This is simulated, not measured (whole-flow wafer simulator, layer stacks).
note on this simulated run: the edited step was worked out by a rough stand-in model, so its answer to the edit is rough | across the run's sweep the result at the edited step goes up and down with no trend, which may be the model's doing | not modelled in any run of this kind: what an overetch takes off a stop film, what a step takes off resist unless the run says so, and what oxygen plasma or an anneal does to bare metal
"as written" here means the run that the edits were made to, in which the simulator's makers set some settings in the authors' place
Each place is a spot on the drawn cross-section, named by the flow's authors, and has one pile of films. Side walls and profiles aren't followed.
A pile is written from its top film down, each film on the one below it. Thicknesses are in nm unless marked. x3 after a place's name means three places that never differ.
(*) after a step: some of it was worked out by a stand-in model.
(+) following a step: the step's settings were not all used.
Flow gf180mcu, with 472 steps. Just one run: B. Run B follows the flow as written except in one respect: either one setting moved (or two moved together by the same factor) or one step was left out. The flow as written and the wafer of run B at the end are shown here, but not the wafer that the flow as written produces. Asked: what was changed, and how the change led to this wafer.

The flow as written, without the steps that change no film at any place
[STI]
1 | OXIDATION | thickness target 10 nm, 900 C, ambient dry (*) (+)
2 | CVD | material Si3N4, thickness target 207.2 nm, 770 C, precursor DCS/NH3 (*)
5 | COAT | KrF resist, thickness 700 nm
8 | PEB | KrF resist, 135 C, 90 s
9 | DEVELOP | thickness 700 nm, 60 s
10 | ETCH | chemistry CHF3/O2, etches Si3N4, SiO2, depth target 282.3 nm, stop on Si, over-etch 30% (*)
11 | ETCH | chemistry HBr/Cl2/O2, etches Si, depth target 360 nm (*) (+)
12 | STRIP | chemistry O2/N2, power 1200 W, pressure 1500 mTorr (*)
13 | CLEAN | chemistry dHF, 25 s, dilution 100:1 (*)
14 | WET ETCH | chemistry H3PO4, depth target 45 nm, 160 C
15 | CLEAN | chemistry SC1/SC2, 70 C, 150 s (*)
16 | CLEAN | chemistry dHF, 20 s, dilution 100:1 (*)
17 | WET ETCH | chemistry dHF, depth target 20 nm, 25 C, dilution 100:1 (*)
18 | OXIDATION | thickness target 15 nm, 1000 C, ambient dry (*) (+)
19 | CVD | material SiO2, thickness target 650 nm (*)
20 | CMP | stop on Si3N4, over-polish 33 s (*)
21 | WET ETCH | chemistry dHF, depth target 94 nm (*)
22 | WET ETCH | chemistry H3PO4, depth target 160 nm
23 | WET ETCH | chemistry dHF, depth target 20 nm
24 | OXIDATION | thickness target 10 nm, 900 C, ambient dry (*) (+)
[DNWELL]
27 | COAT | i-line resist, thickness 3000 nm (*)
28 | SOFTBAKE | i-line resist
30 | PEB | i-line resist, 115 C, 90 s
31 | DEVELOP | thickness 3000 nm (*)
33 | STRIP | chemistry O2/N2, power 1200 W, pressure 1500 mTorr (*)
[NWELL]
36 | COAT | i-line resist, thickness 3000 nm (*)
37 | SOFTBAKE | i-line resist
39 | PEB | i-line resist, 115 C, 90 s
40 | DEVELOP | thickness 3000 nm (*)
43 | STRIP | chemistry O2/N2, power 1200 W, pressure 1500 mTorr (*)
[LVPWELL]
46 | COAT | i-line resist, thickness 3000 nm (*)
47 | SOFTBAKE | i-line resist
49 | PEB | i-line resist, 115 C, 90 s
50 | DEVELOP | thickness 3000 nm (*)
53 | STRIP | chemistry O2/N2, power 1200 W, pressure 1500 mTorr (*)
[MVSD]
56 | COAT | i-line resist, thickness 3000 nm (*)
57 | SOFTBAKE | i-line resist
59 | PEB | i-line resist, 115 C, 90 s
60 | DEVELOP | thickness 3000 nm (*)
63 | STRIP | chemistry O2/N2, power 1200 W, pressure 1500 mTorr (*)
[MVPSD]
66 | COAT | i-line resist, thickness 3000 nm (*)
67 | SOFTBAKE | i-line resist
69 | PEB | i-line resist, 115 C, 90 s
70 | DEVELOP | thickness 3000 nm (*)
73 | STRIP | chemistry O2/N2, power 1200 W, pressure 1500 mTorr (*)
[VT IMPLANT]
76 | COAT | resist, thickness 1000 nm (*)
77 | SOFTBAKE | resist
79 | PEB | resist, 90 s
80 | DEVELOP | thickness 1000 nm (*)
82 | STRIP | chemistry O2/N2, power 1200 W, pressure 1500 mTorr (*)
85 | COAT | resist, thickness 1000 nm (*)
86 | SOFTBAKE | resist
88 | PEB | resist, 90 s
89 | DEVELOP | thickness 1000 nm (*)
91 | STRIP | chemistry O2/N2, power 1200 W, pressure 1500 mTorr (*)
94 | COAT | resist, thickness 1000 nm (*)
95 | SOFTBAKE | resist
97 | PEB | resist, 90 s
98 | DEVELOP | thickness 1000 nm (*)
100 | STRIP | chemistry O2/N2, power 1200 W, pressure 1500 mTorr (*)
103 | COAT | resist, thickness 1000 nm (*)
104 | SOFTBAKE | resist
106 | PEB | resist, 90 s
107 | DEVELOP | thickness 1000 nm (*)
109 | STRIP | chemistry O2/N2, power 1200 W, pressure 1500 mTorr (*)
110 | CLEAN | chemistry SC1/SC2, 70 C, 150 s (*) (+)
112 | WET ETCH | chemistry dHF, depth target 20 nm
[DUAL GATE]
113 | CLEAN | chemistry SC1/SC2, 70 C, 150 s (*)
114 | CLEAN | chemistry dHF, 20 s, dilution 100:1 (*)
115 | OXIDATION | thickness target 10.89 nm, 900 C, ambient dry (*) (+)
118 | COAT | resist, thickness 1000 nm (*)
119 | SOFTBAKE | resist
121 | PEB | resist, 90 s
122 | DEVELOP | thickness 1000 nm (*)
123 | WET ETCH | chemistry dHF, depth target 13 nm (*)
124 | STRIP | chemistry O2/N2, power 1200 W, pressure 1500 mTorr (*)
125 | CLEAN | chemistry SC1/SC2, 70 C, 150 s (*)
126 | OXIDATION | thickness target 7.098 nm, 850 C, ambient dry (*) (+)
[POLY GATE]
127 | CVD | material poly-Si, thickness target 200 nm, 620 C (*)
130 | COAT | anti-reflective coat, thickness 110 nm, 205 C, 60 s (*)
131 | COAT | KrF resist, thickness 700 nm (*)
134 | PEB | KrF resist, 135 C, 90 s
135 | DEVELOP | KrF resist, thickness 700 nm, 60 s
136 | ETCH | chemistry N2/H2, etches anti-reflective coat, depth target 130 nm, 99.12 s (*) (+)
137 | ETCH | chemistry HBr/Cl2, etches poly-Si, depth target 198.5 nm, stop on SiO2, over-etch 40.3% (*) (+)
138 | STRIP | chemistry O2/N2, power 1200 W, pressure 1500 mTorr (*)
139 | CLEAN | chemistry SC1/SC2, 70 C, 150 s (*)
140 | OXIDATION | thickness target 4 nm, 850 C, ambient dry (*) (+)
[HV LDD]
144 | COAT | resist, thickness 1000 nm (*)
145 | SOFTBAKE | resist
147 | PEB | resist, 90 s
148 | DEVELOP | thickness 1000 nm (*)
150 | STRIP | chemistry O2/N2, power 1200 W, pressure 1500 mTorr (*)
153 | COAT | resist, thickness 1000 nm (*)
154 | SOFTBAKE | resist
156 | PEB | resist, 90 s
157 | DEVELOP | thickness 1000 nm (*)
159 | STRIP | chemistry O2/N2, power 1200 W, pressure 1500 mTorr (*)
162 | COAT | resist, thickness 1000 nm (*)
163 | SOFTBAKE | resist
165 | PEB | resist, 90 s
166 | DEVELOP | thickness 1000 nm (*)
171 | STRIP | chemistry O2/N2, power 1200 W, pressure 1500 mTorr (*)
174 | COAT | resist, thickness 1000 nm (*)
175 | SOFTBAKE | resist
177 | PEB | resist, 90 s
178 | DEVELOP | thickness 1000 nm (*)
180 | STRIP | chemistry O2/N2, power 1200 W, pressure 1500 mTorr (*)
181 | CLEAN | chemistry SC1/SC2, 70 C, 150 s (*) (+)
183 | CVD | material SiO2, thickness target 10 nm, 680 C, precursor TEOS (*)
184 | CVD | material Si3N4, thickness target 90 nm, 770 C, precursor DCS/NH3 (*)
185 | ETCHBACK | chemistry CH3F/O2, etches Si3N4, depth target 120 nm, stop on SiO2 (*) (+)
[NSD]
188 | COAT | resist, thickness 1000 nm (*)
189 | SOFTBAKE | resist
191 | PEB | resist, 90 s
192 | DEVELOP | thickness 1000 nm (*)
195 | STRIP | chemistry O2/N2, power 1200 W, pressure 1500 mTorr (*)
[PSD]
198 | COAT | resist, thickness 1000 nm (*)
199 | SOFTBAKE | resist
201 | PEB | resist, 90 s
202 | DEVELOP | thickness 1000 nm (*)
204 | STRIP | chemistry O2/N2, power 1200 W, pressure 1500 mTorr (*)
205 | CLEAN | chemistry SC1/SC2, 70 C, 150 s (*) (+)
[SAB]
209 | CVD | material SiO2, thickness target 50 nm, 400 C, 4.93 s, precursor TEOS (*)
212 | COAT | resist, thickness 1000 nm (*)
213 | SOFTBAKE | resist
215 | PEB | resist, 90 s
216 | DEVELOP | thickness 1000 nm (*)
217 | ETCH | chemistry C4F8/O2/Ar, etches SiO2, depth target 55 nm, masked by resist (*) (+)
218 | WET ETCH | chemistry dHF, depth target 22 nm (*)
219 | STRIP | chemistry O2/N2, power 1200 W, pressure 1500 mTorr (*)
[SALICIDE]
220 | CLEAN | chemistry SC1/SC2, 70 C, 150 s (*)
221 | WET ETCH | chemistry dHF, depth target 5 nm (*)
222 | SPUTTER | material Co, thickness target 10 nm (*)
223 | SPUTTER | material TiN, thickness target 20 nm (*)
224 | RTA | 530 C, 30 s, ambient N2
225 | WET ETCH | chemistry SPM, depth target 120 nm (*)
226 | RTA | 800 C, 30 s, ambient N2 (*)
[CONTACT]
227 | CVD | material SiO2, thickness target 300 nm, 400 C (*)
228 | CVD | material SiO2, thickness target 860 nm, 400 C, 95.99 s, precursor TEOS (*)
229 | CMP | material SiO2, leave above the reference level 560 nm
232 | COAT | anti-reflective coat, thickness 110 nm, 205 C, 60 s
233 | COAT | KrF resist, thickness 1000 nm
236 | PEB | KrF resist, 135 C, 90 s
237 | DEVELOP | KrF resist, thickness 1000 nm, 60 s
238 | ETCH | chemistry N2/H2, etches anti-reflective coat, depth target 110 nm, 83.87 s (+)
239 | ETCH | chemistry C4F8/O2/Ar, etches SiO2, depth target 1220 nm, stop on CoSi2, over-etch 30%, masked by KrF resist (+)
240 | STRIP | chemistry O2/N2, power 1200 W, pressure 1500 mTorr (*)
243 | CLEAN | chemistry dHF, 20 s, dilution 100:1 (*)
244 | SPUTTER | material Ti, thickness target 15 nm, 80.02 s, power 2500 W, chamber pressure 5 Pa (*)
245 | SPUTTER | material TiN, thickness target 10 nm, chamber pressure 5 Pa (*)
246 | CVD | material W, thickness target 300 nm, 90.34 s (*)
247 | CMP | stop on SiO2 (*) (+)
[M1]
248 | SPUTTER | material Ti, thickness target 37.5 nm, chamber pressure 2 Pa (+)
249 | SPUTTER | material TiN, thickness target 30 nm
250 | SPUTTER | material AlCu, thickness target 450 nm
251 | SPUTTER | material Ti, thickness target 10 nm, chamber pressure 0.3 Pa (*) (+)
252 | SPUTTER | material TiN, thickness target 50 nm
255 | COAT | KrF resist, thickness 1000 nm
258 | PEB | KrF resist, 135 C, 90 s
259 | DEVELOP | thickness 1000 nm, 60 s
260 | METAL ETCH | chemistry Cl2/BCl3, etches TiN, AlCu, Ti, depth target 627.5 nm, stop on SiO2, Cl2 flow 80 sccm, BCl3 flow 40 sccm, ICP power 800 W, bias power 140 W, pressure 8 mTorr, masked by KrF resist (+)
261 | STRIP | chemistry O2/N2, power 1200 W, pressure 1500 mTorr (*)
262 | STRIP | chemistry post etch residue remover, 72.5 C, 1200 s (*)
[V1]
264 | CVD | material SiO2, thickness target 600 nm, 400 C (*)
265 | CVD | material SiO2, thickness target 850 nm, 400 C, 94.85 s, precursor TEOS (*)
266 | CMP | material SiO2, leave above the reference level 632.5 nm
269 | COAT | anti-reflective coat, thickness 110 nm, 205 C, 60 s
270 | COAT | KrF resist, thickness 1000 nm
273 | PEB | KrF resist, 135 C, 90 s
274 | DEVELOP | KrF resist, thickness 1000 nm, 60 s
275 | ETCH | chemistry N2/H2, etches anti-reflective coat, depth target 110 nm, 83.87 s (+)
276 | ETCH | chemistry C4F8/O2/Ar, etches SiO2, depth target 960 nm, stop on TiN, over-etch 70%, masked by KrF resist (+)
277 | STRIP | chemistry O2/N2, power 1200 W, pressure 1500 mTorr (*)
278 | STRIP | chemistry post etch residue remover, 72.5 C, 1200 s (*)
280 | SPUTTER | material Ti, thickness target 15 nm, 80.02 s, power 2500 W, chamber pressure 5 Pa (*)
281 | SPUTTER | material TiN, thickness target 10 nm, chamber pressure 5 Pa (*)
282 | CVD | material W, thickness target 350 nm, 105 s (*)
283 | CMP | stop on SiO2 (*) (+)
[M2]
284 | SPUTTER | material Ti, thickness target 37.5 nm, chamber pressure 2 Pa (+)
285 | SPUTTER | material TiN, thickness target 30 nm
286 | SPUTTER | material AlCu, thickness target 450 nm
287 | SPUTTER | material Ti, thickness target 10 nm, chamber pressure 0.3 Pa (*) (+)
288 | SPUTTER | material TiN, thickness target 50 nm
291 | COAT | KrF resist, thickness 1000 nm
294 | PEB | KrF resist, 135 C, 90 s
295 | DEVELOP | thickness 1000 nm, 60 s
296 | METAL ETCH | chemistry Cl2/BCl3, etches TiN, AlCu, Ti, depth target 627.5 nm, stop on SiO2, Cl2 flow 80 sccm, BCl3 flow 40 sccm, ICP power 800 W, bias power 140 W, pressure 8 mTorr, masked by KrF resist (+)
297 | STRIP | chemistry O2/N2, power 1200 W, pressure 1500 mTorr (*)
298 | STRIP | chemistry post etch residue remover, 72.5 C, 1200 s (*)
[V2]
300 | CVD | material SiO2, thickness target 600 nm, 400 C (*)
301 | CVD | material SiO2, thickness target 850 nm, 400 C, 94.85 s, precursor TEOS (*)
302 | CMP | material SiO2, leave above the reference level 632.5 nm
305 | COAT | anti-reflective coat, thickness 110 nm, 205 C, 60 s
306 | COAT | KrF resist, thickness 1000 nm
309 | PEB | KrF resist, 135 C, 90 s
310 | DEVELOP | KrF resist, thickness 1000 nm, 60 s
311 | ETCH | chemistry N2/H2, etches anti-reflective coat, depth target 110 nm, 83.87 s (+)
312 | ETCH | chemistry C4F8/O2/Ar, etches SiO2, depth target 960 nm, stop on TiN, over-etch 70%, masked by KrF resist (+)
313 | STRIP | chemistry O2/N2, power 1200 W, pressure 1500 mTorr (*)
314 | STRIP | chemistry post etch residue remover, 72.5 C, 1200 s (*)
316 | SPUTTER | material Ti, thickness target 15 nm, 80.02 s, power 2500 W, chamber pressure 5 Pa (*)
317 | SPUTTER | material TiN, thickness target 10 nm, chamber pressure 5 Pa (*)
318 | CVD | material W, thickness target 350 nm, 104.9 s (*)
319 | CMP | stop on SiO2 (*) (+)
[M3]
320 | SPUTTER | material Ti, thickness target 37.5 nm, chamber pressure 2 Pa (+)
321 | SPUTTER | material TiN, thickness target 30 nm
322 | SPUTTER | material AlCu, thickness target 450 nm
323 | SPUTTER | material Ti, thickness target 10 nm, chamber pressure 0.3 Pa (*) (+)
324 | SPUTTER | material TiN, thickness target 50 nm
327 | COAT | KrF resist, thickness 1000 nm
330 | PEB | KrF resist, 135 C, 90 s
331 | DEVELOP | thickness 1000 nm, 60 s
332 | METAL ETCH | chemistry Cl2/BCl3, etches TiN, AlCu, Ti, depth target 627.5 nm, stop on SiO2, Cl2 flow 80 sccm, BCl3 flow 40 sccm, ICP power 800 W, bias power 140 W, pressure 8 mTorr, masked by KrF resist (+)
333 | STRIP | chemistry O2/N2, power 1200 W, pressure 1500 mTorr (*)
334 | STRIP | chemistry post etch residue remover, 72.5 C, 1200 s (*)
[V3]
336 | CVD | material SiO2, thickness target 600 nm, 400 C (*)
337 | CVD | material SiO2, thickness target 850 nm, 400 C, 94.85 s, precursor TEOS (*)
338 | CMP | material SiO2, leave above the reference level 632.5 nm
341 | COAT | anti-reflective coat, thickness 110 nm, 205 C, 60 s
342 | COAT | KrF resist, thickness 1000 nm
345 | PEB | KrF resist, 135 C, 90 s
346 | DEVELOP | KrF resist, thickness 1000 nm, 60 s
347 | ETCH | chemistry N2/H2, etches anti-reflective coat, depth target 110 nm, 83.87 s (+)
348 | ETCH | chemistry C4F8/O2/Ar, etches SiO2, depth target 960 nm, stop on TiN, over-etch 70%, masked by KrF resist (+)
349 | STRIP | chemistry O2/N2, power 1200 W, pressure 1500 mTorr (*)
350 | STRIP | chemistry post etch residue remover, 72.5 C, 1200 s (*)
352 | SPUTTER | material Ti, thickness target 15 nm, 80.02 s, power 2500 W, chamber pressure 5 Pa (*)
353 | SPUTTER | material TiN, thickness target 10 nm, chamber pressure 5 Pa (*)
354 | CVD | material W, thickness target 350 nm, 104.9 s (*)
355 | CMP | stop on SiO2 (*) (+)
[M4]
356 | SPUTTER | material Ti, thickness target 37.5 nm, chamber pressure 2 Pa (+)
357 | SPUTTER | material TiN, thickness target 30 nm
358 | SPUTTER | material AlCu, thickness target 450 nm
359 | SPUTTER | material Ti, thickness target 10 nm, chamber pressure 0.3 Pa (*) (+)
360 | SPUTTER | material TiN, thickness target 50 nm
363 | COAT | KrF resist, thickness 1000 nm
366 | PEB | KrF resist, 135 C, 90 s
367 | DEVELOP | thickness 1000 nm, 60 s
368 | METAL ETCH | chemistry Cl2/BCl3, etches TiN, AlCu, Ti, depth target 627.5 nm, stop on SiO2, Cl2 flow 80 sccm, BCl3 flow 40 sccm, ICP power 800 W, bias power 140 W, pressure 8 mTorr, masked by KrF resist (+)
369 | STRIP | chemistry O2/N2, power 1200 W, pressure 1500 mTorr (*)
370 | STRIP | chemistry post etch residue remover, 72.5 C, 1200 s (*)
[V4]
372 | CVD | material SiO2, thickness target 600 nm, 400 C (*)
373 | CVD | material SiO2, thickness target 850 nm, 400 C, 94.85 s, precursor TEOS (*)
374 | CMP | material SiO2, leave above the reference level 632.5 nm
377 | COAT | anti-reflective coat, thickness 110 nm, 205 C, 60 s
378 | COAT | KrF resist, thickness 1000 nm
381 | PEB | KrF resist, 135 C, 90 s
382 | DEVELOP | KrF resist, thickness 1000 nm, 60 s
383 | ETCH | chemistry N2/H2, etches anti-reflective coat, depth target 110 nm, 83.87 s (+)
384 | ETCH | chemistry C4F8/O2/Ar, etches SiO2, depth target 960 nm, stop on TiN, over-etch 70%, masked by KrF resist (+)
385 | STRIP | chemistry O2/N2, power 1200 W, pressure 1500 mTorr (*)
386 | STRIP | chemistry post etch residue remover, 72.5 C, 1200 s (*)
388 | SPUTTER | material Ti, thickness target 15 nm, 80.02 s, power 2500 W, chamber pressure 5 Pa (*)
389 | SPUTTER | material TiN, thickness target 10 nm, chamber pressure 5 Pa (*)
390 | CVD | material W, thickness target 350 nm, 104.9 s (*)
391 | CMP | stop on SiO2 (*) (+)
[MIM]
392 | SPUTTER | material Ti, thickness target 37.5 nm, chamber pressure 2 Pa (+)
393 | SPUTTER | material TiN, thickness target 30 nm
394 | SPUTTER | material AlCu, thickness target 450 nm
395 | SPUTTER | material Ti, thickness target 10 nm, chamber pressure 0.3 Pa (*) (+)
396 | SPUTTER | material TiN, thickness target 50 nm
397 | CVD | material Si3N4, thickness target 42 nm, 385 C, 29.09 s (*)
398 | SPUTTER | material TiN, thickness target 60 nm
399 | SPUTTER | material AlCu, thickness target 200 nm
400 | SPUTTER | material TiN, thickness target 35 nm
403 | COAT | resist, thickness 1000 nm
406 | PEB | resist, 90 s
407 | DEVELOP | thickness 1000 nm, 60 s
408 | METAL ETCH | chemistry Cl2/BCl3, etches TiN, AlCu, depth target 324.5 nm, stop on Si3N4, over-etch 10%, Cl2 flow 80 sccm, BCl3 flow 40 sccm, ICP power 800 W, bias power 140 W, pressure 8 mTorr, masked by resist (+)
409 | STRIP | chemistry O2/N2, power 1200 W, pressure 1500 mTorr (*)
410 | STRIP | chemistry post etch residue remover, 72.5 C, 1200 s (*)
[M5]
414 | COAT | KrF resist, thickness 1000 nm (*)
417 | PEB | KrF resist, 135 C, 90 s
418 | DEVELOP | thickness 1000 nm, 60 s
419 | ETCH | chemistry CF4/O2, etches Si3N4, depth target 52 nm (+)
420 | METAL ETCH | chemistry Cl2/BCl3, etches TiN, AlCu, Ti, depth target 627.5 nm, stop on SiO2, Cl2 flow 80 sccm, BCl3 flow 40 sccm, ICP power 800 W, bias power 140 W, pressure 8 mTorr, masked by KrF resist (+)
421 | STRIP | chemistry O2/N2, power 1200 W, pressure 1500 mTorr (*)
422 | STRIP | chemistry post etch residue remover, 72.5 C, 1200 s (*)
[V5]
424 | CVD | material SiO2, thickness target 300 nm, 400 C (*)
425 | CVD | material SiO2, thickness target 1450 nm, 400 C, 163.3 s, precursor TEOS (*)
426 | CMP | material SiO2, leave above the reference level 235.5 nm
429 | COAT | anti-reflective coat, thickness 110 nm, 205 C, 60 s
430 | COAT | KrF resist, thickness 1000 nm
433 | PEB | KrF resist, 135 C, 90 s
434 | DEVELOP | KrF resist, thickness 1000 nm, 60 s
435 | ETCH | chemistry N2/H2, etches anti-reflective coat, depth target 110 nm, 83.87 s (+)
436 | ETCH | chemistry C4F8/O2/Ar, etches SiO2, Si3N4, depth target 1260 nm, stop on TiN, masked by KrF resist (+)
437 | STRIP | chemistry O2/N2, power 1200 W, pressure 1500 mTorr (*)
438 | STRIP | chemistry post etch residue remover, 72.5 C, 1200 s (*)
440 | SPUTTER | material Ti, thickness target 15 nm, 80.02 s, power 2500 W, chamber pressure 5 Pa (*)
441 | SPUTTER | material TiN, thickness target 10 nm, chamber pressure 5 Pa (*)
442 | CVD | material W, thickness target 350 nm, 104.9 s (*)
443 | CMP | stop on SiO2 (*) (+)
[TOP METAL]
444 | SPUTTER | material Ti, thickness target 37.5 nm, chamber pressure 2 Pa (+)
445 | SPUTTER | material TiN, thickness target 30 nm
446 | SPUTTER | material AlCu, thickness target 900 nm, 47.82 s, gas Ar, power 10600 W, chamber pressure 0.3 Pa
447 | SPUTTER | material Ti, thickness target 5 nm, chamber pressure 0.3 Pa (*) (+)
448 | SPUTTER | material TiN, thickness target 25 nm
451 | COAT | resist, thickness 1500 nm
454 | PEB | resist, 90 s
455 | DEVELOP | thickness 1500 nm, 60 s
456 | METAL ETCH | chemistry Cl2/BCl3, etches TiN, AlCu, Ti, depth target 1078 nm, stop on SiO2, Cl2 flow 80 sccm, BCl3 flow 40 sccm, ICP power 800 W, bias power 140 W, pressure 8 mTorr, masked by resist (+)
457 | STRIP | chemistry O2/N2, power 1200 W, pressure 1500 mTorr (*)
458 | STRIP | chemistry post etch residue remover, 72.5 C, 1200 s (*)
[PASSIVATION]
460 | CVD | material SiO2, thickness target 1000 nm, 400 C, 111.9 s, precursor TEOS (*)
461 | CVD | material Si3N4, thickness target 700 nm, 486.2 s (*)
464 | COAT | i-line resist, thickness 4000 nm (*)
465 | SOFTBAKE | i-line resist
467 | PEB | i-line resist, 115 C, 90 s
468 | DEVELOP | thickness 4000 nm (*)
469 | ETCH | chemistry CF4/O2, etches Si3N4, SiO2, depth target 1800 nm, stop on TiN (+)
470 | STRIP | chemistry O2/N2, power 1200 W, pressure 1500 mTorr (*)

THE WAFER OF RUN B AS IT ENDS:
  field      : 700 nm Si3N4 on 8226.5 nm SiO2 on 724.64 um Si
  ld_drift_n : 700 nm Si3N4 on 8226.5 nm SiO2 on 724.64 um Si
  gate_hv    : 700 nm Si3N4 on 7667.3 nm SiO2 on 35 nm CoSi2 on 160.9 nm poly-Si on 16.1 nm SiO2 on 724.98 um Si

The reason: step 126, OXIDATION: thickness target 9.227 nm was run, while the flow as written has thickness target 7.098 nm.

Step by step, how the change led to this:
  126 | OXIDATION | thickness target 7.098 nm, 850 C, ambient dry (*) (+)
      gate_hv, active_hv, active_nat and 25 more: +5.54 SiO2, -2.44 Si (in the flow as written it would be: +3.72 SiO2, -1.64 Si)
      active, n_well, p_well and 12 more: +9.23 SiO2 (new film), -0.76 chemical SiO2 (all of it), -3.73 Si (in the flow as written it would be: +7.1 SiO2 (new film), -0.76 chemical SiO2 (all of it), -2.79 Si)
  189 | SOFTBAKE | resist
      nw_enc_fld_lv__w3: -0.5 resist (in the flow as written it would be: +0.35 resist)
  199 | SOFTBAKE | resist
      nw_enc_fld_lv__w3: -0.5 resist (in the flow as written it would be: +0.35 resist)
  218 | WET ETCH | chemistry dHF, depth target 22 nm (*)
      active, p_well, sd_n, iso_ptap_pw, iso_ntap_nw, iso_ptap_sub, vpnp_e: -11 SiO2 (all of it) (in the flow as written it would be: -9.01 SiO2 (all of it))
      ldn_tap, ldn_src, ldn_drn, ldp_tap, ldp_src, ldp_drn, ldp_gr: -17.7 SiO2 (all of it) (in the flow as written it would be: -16 SiO2 (all of it))
      (as well as at 9 more places)
